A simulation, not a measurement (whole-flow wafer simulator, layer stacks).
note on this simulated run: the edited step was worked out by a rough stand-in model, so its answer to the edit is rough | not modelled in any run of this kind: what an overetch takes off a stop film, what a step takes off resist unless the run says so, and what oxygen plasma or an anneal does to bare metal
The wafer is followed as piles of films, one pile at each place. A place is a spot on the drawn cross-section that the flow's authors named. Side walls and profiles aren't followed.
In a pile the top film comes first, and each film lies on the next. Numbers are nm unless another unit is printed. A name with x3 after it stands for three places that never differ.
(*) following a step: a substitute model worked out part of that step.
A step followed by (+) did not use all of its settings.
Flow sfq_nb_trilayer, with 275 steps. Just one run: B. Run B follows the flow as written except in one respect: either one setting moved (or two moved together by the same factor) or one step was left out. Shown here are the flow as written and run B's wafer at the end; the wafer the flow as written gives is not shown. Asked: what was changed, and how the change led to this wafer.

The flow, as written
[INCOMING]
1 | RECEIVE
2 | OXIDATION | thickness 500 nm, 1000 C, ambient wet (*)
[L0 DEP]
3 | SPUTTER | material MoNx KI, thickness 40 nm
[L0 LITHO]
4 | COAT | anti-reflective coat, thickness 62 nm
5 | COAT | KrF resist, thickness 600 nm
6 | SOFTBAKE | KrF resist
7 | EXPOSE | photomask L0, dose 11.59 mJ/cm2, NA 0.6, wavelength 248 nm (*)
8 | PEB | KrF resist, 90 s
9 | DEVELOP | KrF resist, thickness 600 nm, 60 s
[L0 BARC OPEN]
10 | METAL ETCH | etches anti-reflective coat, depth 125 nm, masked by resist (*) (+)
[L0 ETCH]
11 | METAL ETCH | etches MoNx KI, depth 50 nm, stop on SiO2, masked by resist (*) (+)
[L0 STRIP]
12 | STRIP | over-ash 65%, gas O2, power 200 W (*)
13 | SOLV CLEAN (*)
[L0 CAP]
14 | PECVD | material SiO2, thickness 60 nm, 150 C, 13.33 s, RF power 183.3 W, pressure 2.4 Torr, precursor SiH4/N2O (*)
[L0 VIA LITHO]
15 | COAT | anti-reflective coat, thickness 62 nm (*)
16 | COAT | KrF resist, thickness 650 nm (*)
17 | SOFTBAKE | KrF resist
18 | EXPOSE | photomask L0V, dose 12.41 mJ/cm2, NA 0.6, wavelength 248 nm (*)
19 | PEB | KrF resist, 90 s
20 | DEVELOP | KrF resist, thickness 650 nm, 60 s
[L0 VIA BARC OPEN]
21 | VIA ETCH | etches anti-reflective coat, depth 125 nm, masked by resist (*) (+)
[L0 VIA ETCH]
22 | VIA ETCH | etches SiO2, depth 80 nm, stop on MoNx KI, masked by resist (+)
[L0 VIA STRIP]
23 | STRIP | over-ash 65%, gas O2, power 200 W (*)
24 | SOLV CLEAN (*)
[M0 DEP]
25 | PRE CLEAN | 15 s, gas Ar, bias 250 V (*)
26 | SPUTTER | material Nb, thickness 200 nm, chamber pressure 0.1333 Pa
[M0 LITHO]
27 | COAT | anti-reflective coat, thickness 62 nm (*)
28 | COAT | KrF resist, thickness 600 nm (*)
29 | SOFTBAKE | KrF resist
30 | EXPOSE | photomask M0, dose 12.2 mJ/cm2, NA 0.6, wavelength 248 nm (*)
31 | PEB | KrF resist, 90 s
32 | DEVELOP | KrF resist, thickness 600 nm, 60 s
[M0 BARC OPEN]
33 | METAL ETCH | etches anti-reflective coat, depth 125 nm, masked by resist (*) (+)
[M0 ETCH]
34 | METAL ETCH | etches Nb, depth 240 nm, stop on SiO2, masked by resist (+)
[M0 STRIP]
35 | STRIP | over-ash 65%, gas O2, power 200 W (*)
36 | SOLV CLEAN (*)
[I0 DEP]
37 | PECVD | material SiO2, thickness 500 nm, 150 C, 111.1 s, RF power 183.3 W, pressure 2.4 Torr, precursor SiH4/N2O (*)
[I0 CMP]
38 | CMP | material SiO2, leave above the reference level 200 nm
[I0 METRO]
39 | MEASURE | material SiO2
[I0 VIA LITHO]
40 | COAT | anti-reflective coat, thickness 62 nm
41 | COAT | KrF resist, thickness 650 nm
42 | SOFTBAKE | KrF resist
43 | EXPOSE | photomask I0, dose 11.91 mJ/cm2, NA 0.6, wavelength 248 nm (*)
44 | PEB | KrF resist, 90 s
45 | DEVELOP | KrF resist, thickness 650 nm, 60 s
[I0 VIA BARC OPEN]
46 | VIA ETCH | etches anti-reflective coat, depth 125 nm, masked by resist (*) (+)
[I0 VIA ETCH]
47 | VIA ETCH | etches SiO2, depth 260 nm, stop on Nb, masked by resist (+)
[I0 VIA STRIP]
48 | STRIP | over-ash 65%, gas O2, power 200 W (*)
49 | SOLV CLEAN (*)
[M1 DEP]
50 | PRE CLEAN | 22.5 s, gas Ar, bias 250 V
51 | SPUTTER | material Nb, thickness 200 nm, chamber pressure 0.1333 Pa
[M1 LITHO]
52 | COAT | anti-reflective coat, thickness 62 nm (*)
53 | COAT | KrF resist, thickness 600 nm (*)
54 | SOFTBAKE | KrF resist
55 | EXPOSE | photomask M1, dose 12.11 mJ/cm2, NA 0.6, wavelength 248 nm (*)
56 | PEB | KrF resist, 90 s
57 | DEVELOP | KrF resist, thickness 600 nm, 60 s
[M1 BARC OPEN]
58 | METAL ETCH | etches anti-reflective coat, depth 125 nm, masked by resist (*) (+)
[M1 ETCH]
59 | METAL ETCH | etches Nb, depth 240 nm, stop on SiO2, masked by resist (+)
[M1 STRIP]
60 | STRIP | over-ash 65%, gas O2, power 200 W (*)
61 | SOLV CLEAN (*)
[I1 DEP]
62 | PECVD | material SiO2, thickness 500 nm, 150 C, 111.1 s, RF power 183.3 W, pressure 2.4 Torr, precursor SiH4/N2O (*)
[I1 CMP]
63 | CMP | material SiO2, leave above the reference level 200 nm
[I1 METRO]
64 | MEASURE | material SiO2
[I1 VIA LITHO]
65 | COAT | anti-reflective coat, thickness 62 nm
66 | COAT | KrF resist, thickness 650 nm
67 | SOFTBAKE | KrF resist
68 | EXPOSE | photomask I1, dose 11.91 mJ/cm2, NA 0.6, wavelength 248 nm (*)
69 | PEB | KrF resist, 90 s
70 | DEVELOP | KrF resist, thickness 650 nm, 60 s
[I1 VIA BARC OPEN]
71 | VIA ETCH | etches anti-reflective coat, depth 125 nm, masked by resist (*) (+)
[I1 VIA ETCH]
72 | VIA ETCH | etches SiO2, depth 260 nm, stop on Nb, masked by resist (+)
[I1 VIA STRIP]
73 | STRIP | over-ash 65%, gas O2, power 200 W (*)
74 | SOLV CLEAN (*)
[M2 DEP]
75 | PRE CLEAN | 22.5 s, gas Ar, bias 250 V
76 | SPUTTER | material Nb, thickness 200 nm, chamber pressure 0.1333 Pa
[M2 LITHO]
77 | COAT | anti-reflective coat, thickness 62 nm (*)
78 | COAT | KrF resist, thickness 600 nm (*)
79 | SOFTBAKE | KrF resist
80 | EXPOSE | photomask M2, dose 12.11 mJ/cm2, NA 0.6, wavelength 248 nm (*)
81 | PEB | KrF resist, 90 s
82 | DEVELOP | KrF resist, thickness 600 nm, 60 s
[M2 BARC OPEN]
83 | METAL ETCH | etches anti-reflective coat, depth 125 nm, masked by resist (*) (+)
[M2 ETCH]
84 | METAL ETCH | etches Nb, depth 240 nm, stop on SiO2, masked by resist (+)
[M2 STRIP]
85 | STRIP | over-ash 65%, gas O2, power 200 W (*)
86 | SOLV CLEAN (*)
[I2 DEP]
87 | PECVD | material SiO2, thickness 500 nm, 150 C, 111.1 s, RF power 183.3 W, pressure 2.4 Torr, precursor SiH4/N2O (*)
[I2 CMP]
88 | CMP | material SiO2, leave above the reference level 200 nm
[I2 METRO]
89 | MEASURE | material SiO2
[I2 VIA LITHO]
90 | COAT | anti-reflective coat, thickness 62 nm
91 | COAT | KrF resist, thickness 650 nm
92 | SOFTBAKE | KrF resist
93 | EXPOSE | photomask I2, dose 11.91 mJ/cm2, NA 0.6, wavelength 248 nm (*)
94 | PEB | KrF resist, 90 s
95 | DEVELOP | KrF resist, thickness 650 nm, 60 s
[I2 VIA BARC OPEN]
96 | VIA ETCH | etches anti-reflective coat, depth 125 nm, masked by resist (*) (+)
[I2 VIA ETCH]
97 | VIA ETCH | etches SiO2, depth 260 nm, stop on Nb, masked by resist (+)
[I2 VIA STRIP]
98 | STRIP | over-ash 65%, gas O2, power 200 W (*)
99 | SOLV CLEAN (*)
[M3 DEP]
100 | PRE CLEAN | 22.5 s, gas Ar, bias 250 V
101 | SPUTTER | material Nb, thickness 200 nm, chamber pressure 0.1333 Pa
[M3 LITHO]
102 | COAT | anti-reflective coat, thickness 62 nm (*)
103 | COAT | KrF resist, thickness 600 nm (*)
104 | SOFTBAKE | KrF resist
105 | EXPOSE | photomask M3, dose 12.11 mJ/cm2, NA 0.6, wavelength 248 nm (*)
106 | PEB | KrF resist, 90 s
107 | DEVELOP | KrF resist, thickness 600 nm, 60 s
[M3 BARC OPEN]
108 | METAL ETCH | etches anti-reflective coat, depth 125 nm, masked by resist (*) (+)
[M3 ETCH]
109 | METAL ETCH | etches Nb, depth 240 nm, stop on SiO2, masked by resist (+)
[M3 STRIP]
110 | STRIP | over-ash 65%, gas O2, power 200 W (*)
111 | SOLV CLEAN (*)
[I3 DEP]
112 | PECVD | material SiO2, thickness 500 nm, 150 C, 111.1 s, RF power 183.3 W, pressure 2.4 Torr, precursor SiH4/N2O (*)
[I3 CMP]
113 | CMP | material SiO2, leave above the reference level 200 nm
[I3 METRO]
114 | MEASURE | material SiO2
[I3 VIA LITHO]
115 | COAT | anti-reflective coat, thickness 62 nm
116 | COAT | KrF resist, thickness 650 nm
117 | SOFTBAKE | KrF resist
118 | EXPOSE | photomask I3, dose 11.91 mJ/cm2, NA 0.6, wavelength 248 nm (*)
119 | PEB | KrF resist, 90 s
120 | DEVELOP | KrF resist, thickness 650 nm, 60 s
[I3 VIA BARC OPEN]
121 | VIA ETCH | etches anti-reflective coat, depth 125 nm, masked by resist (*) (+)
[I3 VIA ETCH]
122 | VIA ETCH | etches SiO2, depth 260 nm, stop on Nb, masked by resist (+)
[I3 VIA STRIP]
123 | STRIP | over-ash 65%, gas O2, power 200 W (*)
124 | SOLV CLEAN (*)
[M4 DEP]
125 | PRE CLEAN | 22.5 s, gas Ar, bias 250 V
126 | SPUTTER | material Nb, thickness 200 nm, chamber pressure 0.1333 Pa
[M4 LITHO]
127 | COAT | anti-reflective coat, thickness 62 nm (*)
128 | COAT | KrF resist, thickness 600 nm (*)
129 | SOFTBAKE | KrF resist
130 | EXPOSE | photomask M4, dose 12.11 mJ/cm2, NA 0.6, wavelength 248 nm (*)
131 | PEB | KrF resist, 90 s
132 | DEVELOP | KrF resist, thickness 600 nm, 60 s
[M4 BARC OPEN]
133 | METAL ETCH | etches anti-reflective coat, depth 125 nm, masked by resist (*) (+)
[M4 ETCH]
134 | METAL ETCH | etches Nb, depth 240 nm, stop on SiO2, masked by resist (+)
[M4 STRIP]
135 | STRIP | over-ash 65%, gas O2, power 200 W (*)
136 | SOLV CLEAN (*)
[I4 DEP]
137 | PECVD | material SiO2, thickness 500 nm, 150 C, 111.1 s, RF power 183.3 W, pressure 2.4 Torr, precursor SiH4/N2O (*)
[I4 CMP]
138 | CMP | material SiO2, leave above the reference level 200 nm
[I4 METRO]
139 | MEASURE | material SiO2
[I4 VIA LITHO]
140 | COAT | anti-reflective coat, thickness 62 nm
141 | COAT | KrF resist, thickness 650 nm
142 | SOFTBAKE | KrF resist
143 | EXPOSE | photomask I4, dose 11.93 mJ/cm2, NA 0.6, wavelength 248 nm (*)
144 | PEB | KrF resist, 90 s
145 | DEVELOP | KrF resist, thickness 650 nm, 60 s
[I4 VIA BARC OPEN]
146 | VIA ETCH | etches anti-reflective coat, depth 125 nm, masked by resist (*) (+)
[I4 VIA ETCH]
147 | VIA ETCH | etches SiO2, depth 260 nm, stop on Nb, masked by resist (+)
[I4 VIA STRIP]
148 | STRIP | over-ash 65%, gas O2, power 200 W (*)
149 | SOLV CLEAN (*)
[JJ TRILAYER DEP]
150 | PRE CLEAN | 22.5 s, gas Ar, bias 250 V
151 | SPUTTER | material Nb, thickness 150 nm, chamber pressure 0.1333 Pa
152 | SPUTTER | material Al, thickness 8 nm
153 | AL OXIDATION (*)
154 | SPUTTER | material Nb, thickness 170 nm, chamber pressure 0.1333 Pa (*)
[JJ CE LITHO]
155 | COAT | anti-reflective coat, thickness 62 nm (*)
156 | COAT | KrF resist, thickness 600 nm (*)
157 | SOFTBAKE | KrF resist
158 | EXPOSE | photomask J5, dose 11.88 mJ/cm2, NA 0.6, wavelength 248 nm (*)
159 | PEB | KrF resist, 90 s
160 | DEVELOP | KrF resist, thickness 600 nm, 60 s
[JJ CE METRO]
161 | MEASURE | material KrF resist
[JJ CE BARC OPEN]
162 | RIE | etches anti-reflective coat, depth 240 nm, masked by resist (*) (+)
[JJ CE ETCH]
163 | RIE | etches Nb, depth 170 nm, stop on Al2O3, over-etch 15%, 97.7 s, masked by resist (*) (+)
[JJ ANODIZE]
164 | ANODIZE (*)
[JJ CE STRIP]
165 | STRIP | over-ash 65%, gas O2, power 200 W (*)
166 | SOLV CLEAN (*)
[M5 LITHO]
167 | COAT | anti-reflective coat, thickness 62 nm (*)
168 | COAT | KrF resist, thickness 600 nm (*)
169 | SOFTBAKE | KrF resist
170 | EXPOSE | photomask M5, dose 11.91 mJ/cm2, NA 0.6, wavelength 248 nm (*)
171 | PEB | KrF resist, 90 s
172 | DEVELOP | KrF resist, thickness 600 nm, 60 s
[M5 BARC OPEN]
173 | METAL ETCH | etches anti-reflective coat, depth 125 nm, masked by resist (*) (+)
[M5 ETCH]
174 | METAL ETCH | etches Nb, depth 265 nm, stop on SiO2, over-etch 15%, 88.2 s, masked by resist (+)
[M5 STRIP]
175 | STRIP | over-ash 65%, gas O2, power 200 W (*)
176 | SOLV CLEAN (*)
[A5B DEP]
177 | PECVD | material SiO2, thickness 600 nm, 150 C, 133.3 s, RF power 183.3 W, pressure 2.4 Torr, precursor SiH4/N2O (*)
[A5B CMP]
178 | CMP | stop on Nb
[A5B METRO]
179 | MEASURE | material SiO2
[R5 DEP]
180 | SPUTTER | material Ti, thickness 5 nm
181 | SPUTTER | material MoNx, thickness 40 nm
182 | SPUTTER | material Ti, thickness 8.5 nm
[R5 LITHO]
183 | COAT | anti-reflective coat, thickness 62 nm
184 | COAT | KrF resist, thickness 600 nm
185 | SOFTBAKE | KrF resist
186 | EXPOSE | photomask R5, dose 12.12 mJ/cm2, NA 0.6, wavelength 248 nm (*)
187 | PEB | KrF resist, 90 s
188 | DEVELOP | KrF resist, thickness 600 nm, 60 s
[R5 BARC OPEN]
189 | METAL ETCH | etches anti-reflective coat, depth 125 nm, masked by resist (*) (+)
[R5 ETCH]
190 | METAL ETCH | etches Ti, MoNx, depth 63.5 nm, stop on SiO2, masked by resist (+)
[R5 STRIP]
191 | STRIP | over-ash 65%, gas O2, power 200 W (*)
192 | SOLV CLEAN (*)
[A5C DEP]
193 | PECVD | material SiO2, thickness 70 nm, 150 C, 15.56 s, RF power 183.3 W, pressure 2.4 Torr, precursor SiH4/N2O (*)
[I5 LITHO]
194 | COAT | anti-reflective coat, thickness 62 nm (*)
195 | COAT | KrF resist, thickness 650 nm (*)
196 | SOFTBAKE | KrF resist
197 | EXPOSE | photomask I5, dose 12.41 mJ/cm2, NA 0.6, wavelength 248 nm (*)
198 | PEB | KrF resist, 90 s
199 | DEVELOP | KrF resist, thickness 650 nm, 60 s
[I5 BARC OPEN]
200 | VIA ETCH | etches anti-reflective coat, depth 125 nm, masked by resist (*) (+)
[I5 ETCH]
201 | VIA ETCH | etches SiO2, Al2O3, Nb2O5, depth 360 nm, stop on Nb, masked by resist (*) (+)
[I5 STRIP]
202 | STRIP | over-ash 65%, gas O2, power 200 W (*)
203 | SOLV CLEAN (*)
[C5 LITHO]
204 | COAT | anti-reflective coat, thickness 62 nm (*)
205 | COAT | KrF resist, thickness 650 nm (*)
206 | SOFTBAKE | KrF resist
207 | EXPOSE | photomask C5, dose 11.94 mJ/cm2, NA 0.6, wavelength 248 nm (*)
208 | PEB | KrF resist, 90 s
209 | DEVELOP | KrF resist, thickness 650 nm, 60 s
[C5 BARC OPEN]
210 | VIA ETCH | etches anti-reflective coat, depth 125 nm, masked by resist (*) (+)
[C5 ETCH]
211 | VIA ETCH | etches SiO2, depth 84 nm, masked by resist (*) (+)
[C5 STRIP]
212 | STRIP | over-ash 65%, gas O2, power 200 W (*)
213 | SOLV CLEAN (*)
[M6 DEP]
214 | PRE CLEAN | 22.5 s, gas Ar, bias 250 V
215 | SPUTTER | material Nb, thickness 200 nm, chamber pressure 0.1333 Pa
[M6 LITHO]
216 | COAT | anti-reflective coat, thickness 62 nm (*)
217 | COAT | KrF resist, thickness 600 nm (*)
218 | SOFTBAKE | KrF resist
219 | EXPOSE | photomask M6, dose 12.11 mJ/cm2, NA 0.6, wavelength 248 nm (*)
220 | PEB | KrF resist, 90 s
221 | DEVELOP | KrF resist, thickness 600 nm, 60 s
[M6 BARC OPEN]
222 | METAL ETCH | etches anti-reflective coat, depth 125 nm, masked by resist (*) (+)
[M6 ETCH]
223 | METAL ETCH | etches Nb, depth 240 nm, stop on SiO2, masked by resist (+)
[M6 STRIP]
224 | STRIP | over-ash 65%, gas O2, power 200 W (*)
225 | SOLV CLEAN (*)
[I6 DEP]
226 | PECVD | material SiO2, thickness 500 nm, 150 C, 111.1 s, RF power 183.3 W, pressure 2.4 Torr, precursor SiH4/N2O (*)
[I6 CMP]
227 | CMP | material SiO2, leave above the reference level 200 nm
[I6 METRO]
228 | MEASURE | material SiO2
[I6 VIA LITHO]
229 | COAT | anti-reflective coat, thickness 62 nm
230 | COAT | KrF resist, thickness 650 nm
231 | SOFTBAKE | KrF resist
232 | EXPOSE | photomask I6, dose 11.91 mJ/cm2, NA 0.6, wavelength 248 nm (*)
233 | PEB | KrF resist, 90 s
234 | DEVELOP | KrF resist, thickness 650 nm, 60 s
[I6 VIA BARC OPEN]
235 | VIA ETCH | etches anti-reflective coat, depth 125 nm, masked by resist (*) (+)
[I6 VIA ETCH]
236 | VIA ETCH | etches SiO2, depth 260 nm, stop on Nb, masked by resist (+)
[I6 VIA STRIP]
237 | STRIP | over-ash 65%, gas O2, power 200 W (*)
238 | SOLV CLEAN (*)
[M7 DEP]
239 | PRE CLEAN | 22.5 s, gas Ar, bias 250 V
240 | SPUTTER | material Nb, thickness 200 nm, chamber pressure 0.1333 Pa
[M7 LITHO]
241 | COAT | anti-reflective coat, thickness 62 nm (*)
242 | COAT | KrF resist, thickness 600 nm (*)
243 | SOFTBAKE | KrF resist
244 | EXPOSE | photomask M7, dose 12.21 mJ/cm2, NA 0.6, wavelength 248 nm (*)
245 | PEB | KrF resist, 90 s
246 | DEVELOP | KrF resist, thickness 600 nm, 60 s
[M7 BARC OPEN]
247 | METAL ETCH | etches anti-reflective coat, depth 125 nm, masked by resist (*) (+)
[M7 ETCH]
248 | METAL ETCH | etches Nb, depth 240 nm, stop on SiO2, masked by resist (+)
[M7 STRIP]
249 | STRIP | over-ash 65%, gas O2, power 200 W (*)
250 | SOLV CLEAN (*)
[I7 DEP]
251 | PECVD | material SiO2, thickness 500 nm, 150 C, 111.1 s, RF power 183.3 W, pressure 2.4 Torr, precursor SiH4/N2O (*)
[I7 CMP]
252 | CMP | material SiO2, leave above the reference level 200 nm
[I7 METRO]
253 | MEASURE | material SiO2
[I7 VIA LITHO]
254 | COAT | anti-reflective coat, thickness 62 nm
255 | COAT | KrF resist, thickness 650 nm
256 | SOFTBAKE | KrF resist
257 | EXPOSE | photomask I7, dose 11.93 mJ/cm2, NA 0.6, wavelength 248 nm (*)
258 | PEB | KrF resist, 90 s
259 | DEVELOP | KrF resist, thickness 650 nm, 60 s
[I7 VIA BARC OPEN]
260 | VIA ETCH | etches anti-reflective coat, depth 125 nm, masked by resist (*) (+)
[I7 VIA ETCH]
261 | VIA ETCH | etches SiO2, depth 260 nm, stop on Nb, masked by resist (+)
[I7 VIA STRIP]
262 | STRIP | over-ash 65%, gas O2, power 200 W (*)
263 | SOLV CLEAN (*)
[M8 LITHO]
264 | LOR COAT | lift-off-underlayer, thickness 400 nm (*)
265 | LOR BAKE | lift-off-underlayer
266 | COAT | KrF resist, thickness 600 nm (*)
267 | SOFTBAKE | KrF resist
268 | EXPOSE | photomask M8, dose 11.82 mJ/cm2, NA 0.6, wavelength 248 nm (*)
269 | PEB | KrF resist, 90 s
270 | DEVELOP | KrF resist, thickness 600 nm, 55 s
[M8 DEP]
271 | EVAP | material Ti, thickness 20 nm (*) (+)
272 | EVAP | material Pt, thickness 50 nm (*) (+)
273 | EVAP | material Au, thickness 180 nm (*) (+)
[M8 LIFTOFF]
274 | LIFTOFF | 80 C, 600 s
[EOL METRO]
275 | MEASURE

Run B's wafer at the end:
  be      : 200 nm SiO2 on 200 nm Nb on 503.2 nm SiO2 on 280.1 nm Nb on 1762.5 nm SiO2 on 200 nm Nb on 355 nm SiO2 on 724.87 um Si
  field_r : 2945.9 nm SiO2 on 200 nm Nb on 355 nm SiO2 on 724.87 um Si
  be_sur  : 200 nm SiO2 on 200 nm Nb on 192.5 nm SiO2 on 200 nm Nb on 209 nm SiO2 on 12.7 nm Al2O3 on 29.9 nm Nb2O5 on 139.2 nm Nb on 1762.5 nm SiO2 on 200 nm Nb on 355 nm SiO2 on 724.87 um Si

What caused this: step 2, OXIDATION: thickness 300 nm was run, while the flow as written has thickness 500 nm.

Step by step, how the change led to this:
  2 | OXIDATION | thickness 500 nm, 1000 C, ambient wet (*)
      field_l, v_sur, via_wl and 103 more: SiO2 gains 300 (new film), chemical SiO2 loses 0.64 (all of it), Si loses 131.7 (it would be, as written: SiO2 gains 500 (new film), chemical SiO2 loses 0.64 (all of it), Si loses 219.7)
